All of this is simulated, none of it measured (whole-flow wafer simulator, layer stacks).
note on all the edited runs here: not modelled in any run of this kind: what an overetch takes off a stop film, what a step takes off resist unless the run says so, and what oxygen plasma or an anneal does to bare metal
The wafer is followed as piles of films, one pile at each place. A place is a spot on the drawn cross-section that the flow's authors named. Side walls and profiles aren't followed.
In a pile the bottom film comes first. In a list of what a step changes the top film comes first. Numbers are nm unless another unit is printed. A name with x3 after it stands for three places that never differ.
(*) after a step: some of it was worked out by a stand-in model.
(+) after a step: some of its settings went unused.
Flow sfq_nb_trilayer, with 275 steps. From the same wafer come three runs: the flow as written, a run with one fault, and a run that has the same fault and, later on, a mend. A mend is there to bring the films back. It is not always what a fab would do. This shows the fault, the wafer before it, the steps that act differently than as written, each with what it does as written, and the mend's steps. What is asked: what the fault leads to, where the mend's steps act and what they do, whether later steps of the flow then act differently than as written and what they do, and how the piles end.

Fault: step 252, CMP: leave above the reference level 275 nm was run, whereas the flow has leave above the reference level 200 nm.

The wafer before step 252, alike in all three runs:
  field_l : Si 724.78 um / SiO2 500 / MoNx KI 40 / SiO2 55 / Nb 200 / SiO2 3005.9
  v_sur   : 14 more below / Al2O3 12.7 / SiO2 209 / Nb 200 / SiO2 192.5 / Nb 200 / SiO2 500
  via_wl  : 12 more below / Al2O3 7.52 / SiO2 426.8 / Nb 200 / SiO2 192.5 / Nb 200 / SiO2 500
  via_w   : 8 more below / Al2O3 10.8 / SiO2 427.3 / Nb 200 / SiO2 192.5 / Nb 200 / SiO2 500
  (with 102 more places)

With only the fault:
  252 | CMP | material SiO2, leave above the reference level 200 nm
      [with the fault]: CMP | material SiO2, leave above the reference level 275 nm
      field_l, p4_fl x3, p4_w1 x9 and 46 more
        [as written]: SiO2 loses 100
        [with the fault]: SiO2 loses 25
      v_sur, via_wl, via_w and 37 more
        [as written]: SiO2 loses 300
        [with the fault]: SiO2 loses 225
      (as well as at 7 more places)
  Steps later in the flow that act otherwise than as written (4 more steps, not shown, differ only slightly: by at most 2% or 0.5 nm, whichever is larger):
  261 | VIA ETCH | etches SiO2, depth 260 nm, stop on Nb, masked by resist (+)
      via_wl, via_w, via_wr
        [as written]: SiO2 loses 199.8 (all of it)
        [with the fault]: SiO2 loses 260
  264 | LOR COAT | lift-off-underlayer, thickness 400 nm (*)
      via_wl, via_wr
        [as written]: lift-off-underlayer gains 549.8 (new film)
        [with the fault]: lift-off-underlayer gains 594.8 (new film)
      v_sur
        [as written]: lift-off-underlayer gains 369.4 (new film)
        [with the fault]: lift-off-underlayer gains 360.2 (new film)
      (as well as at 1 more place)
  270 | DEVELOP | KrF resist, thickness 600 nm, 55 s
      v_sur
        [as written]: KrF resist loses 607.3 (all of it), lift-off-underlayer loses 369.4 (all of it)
        [with the fault]: KrF resist loses 609.9 (all of it), lift-off-underlayer loses 360.2 (all of it)
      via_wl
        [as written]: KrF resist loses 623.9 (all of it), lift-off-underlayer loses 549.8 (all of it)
        [with the fault]: KrF resist loses 631.4 (all of it), lift-off-underlayer loses 594.8 (all of it)
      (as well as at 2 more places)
  By the end, the piles at field_l, v_sur, via_wl and 103 more depart from the flow's by more than 2% or 0.5 nm, whichever is larger.
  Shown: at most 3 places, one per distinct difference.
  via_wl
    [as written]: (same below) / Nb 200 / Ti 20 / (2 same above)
    [with the fault]: (same below) / Nb 200 / SiO2 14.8 / Ti 20 / (2 same above)
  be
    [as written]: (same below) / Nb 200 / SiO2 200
    [with the fault]: (same below) / Nb 200 / SiO2 275
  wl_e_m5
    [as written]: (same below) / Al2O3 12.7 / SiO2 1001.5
    [with the fault]: (same below) / Al2O3 12.7 / SiO2 1076.5

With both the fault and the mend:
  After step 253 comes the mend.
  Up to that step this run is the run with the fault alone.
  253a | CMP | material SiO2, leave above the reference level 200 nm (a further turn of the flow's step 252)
      field_l, v_sur, via_wl and 103 more
        SiO2 loses 75
  Later steps of the flow that are run all act as written at every place that is followed.
  At every place that both follow, the piles at the end match the flow's.
